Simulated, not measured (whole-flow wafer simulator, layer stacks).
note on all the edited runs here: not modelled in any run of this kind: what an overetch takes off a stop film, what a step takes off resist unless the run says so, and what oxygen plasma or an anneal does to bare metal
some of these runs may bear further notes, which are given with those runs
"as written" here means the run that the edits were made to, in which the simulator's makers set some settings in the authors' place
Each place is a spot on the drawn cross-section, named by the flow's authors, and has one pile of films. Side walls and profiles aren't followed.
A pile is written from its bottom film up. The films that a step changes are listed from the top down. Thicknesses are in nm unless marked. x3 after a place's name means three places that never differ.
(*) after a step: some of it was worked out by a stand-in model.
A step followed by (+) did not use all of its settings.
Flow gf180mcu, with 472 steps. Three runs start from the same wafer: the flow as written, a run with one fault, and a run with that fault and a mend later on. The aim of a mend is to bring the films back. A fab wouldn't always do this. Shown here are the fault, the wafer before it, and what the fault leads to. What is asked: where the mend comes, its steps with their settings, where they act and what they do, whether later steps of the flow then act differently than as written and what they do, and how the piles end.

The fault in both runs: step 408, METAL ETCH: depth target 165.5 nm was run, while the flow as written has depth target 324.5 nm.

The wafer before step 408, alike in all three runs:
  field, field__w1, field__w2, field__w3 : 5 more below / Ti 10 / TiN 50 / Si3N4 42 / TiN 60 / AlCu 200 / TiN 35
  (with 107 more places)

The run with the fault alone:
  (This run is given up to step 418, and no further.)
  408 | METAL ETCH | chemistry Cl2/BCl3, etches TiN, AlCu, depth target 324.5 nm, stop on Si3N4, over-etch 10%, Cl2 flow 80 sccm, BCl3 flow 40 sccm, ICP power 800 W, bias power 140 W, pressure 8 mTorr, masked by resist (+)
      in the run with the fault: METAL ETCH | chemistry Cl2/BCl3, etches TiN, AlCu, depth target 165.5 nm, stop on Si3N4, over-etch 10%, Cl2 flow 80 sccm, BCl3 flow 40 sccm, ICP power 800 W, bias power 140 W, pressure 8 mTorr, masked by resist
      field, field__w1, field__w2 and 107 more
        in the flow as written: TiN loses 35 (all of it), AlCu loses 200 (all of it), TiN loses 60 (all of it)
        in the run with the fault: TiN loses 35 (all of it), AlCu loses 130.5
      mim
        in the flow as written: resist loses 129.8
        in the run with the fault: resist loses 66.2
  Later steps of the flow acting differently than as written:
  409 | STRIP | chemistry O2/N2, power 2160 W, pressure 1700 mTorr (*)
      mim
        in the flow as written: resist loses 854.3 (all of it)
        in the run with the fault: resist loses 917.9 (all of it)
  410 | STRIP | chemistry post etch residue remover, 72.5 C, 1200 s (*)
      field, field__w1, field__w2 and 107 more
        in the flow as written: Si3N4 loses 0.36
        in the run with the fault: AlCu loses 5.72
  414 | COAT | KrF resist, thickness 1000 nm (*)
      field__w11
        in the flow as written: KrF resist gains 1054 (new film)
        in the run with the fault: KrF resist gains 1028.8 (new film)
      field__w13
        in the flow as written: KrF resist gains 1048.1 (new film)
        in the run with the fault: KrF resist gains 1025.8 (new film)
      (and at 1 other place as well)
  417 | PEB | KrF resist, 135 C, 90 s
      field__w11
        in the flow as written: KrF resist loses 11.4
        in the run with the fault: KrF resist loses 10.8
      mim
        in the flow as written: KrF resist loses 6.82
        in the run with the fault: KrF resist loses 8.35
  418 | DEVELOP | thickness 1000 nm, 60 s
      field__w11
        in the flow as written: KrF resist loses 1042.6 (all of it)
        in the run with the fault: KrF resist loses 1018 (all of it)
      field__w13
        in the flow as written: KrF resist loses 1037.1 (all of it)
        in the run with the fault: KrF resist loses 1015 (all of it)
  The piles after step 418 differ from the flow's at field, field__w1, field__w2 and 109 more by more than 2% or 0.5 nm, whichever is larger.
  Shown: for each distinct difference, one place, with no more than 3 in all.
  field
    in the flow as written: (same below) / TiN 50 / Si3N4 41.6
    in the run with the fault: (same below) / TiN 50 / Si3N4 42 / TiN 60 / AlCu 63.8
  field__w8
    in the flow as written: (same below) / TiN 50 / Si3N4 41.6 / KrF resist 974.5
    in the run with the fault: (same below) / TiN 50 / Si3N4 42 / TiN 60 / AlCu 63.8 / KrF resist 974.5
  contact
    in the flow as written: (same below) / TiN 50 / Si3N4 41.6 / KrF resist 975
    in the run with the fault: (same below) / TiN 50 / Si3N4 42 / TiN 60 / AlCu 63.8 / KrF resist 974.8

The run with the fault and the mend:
  The mend follows step 408.
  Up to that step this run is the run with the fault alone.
  408a | METAL ETCH | chemistry Cl2/BCl3, etches TiN, AlCu, depth target 159 nm, stop on Si3N4, over-etch 10%, Cl2 flow 80 sccm, BCl3 flow 40 sccm, ICP power 800 W, bias power 140 W, pressure 8 mTorr, masked by resist (+) (the flow's step 408, run once more with other settings)
      field, field__w1, field__w2 and 107 more
        AlCu loses 69.5 (all of it), TiN loses 60 (all of it)
      mim
        resist loses 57
  Later steps of the flow that are run all act as written at every place that is followed, up to a difference of at most 2% or 0.5 nm, whichever is larger.
  By the end, the piles equal the flow's at every place that both follow.
